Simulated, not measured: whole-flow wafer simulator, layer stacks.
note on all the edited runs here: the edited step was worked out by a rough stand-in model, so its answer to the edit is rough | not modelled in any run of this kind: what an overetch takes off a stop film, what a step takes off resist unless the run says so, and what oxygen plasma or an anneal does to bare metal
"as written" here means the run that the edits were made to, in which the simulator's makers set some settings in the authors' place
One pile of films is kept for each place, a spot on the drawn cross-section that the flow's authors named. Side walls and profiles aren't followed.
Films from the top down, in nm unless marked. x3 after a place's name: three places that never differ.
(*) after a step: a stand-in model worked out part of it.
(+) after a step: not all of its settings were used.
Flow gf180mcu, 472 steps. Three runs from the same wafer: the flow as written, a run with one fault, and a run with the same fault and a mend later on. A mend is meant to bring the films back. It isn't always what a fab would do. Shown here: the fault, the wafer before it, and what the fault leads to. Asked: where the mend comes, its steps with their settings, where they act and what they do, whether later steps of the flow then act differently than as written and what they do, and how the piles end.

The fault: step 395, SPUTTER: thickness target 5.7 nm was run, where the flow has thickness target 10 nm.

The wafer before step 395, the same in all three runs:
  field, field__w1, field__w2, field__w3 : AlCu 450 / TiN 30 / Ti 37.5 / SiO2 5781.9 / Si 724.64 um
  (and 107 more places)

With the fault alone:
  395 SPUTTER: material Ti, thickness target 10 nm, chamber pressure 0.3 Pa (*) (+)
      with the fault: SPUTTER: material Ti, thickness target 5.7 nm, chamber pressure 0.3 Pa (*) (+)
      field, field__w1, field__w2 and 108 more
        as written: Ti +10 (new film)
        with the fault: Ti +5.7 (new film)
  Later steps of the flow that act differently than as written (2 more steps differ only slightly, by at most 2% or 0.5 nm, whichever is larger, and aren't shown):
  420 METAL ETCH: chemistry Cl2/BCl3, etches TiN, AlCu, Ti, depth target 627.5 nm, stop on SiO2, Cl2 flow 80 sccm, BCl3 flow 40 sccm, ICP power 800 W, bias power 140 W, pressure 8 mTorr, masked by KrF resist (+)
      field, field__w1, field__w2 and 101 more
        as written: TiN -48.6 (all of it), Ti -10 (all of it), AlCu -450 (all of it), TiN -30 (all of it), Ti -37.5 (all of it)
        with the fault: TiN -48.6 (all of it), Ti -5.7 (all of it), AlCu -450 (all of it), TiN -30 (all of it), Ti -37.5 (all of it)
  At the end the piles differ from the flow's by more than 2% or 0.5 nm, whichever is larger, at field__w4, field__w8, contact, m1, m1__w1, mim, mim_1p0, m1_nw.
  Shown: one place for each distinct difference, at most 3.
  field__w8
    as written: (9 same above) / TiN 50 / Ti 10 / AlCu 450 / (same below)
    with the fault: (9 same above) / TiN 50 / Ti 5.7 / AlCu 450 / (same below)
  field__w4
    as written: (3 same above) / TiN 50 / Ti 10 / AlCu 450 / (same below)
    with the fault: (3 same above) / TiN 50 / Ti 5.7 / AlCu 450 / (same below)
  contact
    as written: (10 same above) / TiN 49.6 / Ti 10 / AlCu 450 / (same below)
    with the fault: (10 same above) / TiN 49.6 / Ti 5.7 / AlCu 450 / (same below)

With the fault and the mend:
  The mend comes after step 395.
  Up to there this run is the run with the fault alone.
  395a SPUTTER: material Ti, thickness target 4.3 nm, chamber pressure 0.3 Pa (*) (+) (the flow's step 395 once more, with other settings)
      field, field__w1, field__w2 and 108 more
        Ti +4.3
  No later step of the flow acts differently than as written at any place that is followed.
  At the end the piles are the same as the flow's at every place that both follow.
